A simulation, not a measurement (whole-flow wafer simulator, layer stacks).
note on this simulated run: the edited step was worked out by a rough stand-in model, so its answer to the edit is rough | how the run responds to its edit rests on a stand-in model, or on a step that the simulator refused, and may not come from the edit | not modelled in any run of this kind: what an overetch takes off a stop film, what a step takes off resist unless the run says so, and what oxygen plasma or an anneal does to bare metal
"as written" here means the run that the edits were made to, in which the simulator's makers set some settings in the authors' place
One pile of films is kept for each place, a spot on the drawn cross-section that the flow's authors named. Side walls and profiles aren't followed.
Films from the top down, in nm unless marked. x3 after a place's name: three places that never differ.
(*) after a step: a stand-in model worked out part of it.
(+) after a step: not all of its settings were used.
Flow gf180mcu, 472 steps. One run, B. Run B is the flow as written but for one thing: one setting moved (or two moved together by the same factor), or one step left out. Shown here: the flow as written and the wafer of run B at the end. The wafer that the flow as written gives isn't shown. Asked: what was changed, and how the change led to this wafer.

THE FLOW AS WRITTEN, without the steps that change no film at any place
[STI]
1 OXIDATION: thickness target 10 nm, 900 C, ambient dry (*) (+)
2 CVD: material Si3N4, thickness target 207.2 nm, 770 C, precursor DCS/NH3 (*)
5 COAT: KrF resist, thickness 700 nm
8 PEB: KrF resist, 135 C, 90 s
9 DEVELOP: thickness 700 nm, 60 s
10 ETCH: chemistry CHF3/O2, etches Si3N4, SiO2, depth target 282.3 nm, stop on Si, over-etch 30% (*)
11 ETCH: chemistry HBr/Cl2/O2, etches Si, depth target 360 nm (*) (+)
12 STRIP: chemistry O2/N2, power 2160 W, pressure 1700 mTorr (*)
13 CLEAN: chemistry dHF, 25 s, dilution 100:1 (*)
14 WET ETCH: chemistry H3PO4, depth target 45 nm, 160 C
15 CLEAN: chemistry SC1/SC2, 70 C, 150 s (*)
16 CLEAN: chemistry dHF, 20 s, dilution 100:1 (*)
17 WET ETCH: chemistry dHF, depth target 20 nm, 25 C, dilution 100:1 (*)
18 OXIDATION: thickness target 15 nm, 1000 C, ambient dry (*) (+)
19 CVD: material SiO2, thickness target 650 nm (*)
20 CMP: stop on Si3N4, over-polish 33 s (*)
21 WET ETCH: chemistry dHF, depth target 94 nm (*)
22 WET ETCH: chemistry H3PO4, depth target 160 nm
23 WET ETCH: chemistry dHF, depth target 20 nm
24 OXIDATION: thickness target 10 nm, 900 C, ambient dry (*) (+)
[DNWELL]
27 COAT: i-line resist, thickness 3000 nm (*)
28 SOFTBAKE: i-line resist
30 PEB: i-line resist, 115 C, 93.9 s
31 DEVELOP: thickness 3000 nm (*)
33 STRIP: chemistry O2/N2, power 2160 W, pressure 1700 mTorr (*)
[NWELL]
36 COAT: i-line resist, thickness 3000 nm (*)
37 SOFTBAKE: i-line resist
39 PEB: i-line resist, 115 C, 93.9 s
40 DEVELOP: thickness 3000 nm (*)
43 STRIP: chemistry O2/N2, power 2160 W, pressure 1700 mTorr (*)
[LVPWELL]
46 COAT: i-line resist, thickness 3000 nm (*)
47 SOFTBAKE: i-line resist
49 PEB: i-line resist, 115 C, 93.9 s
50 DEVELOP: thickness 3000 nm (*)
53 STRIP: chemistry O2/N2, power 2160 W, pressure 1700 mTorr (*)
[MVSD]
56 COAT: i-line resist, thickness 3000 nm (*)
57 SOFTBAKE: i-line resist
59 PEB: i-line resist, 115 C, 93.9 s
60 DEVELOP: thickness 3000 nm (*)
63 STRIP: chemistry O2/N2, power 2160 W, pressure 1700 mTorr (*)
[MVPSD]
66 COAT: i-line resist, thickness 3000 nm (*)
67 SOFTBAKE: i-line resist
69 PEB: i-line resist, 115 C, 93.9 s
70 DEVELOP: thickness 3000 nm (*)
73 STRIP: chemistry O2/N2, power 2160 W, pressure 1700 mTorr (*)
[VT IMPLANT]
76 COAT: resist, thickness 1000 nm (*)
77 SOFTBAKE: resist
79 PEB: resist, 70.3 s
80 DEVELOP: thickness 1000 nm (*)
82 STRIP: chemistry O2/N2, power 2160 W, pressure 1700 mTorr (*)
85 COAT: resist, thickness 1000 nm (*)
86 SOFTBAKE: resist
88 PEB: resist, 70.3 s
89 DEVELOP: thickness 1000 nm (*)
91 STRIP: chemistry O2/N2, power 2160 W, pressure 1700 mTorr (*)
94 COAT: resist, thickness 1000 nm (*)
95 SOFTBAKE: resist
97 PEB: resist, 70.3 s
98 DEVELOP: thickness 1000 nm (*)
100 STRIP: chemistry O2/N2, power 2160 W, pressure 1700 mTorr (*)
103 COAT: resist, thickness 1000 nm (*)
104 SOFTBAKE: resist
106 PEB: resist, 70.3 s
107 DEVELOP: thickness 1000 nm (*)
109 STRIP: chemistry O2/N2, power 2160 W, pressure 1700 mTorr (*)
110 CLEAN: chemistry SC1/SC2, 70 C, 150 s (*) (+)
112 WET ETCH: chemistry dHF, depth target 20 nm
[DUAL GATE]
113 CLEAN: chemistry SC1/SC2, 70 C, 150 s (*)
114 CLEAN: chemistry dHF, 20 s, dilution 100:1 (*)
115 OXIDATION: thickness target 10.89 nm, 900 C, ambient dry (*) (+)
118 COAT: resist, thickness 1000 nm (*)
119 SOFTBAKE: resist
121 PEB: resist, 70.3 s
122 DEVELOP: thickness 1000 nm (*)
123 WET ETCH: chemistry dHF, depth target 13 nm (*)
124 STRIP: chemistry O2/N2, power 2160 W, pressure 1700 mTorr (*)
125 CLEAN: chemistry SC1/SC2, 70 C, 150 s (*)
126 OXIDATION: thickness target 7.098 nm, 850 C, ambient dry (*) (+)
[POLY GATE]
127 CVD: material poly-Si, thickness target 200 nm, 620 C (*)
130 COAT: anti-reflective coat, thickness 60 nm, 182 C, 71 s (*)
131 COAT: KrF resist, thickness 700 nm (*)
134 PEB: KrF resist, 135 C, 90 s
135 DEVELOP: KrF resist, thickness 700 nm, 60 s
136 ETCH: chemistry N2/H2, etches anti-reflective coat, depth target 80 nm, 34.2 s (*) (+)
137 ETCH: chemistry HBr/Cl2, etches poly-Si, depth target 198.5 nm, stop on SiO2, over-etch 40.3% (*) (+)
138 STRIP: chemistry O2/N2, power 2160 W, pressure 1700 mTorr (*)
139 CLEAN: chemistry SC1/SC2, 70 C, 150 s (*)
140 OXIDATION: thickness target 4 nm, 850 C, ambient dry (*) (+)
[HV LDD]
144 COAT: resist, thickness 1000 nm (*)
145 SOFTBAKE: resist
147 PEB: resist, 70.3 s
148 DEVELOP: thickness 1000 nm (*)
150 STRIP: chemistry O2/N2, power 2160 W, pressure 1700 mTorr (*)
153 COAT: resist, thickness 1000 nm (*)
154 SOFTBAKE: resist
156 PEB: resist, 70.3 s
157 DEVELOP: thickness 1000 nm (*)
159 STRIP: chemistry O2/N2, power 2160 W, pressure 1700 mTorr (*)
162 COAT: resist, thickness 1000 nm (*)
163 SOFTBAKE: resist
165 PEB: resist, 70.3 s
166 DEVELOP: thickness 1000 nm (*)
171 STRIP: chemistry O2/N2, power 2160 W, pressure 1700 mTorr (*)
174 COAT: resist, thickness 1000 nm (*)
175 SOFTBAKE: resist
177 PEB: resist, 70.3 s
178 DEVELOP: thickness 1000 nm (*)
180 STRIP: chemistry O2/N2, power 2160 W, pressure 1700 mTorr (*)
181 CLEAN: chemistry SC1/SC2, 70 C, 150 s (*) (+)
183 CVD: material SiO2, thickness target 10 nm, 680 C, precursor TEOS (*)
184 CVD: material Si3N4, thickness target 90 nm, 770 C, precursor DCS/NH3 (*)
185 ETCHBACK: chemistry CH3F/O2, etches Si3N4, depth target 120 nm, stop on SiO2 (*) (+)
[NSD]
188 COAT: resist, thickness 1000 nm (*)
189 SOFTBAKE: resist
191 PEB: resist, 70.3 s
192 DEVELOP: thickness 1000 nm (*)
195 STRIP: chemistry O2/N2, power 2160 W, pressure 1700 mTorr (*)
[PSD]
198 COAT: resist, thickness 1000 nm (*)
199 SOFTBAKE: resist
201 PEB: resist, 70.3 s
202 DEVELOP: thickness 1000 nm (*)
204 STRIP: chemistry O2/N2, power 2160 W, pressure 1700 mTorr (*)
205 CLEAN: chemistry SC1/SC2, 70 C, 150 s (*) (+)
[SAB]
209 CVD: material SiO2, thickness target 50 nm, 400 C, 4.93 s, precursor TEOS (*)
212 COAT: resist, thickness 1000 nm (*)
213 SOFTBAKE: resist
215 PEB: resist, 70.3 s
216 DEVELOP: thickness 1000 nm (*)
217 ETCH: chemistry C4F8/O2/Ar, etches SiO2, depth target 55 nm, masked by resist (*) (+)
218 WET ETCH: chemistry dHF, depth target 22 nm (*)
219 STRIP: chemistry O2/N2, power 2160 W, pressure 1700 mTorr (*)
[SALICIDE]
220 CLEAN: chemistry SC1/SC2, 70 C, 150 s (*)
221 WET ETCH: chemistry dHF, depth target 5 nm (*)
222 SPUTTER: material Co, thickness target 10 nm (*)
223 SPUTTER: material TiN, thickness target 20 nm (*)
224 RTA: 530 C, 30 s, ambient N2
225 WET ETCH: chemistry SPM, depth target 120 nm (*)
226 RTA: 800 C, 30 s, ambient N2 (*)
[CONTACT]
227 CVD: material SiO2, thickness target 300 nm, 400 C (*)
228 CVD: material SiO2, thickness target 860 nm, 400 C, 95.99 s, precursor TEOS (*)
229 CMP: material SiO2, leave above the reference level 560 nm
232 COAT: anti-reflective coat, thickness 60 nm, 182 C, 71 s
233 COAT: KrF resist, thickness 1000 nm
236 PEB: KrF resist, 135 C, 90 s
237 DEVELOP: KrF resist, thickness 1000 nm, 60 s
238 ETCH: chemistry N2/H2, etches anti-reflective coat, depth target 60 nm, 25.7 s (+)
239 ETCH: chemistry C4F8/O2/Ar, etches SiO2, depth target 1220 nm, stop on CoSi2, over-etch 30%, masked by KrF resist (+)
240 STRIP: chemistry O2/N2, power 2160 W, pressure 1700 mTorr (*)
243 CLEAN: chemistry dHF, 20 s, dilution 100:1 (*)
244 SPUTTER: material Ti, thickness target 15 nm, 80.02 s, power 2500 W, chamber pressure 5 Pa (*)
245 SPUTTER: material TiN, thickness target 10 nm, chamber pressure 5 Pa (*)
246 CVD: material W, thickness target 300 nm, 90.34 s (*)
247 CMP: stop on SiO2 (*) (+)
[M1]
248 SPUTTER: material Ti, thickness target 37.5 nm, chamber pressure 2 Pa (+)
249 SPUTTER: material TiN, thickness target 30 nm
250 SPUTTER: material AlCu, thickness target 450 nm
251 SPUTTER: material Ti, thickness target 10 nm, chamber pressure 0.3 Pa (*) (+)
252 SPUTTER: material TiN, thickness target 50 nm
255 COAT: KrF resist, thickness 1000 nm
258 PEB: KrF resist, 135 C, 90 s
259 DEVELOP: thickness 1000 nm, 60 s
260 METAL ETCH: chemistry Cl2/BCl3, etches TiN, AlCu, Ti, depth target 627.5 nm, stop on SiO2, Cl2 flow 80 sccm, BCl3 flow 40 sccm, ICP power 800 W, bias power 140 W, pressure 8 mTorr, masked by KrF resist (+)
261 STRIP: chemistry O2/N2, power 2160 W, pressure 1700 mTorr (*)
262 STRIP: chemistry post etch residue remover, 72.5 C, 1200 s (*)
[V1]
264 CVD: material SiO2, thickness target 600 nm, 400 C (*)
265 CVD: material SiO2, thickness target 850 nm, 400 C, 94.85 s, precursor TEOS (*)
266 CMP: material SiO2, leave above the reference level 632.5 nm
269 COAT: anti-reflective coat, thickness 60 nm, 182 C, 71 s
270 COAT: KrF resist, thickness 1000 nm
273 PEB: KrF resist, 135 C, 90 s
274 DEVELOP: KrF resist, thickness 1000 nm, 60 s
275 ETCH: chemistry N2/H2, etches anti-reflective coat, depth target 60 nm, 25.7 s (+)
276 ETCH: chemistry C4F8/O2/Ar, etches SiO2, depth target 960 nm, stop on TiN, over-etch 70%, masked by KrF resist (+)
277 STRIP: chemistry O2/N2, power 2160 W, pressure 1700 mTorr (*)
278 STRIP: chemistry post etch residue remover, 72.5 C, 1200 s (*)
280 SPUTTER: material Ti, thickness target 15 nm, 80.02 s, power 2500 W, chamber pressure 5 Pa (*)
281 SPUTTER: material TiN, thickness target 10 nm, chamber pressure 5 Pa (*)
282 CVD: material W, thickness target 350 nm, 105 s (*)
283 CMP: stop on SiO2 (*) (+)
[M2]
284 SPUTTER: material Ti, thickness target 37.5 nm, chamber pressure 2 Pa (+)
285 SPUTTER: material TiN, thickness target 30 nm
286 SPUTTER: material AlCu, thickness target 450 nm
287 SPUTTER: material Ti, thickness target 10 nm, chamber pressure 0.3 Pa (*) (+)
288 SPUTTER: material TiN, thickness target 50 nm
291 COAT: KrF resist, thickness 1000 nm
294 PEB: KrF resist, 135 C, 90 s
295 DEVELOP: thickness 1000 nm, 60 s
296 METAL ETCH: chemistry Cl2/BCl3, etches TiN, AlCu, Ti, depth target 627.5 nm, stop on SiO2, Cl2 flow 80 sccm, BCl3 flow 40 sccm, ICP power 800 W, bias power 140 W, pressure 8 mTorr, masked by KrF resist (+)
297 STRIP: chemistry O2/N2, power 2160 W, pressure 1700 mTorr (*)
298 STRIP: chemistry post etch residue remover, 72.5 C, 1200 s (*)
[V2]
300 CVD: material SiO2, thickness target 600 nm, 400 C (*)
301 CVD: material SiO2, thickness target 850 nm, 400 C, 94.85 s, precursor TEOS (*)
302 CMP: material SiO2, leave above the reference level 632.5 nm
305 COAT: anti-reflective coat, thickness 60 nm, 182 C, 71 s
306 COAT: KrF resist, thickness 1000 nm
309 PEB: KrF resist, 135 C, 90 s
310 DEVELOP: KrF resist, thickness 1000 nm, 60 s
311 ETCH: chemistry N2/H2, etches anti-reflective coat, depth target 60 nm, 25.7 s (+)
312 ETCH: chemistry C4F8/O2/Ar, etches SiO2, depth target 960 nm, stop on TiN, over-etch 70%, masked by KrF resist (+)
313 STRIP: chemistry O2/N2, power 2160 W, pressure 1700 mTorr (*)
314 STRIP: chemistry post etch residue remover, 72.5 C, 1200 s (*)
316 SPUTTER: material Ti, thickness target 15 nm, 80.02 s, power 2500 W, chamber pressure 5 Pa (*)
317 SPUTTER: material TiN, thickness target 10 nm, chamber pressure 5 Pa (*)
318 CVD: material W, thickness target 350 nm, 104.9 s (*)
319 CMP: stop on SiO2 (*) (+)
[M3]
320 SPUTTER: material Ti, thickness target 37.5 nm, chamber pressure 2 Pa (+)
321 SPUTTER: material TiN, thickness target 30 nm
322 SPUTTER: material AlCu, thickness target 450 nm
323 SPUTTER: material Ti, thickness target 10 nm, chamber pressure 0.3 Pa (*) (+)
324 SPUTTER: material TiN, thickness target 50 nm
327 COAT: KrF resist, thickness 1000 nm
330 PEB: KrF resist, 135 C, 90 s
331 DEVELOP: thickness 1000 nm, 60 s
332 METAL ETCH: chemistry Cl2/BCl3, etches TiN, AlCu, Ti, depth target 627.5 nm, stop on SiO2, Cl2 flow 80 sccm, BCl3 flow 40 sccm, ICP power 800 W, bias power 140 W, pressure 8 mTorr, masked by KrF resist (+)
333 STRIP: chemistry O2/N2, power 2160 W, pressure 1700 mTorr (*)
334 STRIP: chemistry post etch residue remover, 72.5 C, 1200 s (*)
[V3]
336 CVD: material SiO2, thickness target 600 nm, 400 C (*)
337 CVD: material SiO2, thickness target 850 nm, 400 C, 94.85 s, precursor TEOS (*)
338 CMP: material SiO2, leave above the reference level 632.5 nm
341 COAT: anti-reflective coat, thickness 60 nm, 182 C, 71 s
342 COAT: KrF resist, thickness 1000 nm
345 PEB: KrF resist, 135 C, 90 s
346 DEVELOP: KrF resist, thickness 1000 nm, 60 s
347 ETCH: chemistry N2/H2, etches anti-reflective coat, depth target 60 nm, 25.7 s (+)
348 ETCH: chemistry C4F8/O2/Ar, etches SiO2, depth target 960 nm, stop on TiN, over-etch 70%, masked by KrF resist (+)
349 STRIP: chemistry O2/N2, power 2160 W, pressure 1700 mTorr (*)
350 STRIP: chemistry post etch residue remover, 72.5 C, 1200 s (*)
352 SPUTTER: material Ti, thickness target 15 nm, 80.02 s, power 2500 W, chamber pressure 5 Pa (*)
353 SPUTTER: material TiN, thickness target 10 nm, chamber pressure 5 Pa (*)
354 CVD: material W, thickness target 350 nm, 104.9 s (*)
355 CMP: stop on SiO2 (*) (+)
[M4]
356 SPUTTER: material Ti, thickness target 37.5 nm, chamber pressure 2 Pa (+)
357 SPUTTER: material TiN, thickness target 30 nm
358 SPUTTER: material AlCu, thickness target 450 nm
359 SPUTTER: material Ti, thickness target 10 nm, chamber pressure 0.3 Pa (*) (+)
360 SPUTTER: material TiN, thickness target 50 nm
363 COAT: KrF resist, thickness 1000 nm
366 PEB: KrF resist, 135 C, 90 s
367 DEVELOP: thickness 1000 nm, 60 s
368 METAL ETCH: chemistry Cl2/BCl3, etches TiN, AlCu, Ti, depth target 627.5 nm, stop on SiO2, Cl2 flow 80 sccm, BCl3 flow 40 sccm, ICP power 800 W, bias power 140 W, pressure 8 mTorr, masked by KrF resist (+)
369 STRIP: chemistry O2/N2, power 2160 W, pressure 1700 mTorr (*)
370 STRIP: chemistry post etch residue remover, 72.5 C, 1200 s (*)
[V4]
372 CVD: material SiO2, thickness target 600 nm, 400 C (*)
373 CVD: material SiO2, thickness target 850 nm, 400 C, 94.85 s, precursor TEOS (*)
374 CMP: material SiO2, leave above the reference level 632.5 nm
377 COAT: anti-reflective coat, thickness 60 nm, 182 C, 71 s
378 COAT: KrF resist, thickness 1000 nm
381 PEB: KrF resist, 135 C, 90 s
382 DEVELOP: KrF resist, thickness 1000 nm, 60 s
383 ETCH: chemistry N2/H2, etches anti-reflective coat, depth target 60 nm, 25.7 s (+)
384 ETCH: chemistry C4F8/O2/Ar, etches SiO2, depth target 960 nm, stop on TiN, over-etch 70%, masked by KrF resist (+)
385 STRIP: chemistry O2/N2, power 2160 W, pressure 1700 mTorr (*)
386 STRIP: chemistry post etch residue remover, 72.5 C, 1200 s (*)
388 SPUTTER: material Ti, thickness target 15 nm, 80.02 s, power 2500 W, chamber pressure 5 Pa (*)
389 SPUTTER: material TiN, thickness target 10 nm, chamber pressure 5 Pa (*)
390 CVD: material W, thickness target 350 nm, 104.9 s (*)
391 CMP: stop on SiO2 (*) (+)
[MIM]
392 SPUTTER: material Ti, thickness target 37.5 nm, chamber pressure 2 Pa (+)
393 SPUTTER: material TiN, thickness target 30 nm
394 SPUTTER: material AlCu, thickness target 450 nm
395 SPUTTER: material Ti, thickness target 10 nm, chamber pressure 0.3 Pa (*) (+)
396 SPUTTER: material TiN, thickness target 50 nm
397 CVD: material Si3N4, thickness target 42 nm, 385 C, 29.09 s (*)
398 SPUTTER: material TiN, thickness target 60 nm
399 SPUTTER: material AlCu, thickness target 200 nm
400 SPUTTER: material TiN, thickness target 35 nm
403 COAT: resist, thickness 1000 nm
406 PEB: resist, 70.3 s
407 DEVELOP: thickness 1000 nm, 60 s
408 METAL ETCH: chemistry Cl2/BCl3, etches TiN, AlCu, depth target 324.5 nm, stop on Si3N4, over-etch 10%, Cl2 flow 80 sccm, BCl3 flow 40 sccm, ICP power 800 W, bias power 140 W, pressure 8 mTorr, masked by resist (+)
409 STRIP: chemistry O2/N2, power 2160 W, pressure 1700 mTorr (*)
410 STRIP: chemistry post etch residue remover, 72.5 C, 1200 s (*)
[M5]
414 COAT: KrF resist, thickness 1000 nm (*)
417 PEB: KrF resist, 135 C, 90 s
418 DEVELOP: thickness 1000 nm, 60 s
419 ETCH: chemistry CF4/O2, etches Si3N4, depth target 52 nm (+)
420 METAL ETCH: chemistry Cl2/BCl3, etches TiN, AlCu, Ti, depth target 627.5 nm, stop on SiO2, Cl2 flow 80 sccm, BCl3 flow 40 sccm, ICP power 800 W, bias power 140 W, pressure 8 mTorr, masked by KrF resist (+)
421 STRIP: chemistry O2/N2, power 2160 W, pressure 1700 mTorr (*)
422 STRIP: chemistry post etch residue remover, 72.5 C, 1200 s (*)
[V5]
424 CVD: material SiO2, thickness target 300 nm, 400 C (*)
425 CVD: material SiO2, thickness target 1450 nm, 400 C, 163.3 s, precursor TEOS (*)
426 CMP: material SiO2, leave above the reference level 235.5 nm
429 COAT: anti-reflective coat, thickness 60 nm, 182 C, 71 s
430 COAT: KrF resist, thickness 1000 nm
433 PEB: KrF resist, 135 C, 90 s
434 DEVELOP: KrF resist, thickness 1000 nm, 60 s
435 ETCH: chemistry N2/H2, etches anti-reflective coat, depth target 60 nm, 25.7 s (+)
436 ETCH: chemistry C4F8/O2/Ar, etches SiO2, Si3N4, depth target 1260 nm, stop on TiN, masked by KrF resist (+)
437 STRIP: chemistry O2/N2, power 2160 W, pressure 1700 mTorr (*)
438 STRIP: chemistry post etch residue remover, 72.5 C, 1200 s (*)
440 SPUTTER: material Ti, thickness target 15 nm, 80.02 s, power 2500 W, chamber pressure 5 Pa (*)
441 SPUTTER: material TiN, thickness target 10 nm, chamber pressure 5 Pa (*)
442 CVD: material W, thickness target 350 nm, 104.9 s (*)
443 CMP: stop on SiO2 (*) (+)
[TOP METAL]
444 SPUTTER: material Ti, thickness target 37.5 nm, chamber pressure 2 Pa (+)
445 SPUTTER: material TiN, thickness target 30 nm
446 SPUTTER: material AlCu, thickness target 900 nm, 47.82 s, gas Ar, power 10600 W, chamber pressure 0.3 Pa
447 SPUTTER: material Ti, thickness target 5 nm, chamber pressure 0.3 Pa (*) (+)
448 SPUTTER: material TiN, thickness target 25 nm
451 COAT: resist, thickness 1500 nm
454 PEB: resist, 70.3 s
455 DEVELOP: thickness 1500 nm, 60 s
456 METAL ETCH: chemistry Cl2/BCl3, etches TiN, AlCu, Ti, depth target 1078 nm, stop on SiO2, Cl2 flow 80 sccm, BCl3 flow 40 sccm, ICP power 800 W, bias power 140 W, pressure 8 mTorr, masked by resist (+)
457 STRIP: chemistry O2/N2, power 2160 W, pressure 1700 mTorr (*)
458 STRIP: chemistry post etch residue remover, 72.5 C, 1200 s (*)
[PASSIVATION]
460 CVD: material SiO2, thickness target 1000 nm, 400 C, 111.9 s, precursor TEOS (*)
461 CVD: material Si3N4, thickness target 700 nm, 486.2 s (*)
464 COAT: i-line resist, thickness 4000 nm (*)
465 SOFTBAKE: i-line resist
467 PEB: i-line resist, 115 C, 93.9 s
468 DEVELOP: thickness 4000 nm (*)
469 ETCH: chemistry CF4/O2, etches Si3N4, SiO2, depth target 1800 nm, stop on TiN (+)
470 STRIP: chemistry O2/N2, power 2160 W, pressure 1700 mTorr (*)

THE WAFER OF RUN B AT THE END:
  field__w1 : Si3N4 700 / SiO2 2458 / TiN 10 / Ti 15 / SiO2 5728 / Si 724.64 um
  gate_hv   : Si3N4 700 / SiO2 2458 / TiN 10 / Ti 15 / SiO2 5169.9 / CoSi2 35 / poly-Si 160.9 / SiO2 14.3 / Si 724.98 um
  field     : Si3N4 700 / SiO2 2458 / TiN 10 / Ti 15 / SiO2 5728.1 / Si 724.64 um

The cause: step 373, CVD: thickness target 484 nm was run, where the flow has thickness target 850 nm; step 373, CVD: 54.07 s was run, where the flow has 94.85 s.

How the change led to this, step by step:
  373 CVD: material SiO2, thickness target 850 nm, 400 C, 94.85 s, precursor TEOS (*)
      field, field__w1, field__w2 and 108 more: SiO2 +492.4 (as written it would be: SiO2 +850)
  374 CMP: material SiO2, leave above the reference level 632.5 nm
      field, field__w1, field__w2 and 103 more: nothing (as written it would be: SiO2 -300)
      field__w8, contact, m1, m1__w1, m1_nw: SiO2 -519.4 (as written it would be: SiO2 -877.1)
  377 COAT: anti-reflective coat, thickness 60 nm, 182 C, 71 s
      field: anti-reflective coat +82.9 (new film) (as written it would be: anti-reflective coat +60 (new film))
      field__w8: anti-reflective coat +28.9 (new film) (as written it would be: anti-reflective coat +60 (new film))
      (and at 11 more places)
  378 COAT: KrF resist, thickness 1000 nm
      m1: KrF resist +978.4 (new film) (as written it would be: KrF resist +1000 (new film))
      m1_nw: KrF resist +976.2 (new film) (as written it would be: KrF resist +1000 (new film))
  383 ETCH: chemistry N2/H2, etches anti-reflective coat, depth target 60 nm, 25.7 s (+)
      contact: anti-reflective coat -31 (all of it), SiO2 -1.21 (as written it would be: anti-reflective coat -60 (all of it), SiO2 -0.46)
  385 STRIP: chemistry O2/N2, power 2160 W, pressure 1700 mTorr (*)
      field: KrF resist -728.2 (all of it), anti-reflective coat -82.9 (all of it) (as written it would be: KrF resist -739.2 (all of it), anti-reflective coat -60 (all of it))
      field__w8: KrF resist -733.1 (all of it), anti-reflective coat -28.9 (all of it) (as written it would be: KrF resist -739.2 (all of it), anti-reflective coat -60 (all of it))
      (and at 12 more places)
  390 CVD: material W, thickness target 350 nm, 104.9 s (*)
      contact: W +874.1 (new film) (as written it would be: W +932.3 (new film))
  391 CMP: stop on SiO2 (*) (+)
      field, field__w1, field__w2 and 103 more: W -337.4 (as written it would be: W -350 (all of it), TiN -10 (all of it), Ti -15 (all of it), SiO2 -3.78)
      field__w8, m1, m1__w1, m1_nw: W -350 (all of it), TiN -10 (all of it), Ti -15 (all of it), SiO2 -20 (as written it would be: W -350 (all of it), TiN -10 (all of it), Ti -15 (all of it), SiO2 -3.78)
      (and at 1 more place)
  420 METAL ETCH: chemistry Cl2/BCl3, etches TiN, AlCu, Ti, depth target 627.5 nm, stop on SiO2, Cl2 flow 80 sccm, BCl3 flow 40 sccm, ICP power 800 W, bias power 140 W, pressure 8 mTorr, masked by KrF resist (+)
      field, field__w1, field__w2 and 101 more: TiN -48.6 (all of it), Ti -10 (all of it), AlCu -450 (all of it), TiN -30 (all of it), Ti -37.5 (all of it), W -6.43 (as written it would be: TiN -48.6 (all of it), Ti -10 (all of it), AlCu -450 (all of it), TiN -30 (all of it), Ti -37.5 (all of it))
  422 STRIP: chemistry post etch residue remover, 72.5 C, 1200 s (*)
      field, field__w1, field__w2 and 101 more: W -6.22 (all of it) (as written it would be: nothing)
  424 CVD: material SiO2, thickness target 300 nm, 400 C (*)
      field, field__w1, field__w2 and 101 more: SiO2 +300 (new film) (as written it would be: SiO2 +300)
  426 CMP: material SiO2, leave above the reference level 235.5 nm
      field, field__w1, field__w5 and 92 more: SiO2 -288.2 (as written it would be: SiO2 -300.8)
      field__w2, field__w3, field__w12 and 6 more: SiO2 -259.4 (as written it would be: SiO2 -272.7)
Counting metal films that touch as one body, field__w1 has 1 body; the flow as written gives 0 bodies.
Counting metal films that touch as one body, gate_hv has 2 bodies (between them, from the top down: SiO2 5169.9); the flow as written gives 1 body.
Counting metal films that touch as one body, field has 1 body; the flow as written gives 0 bodies.
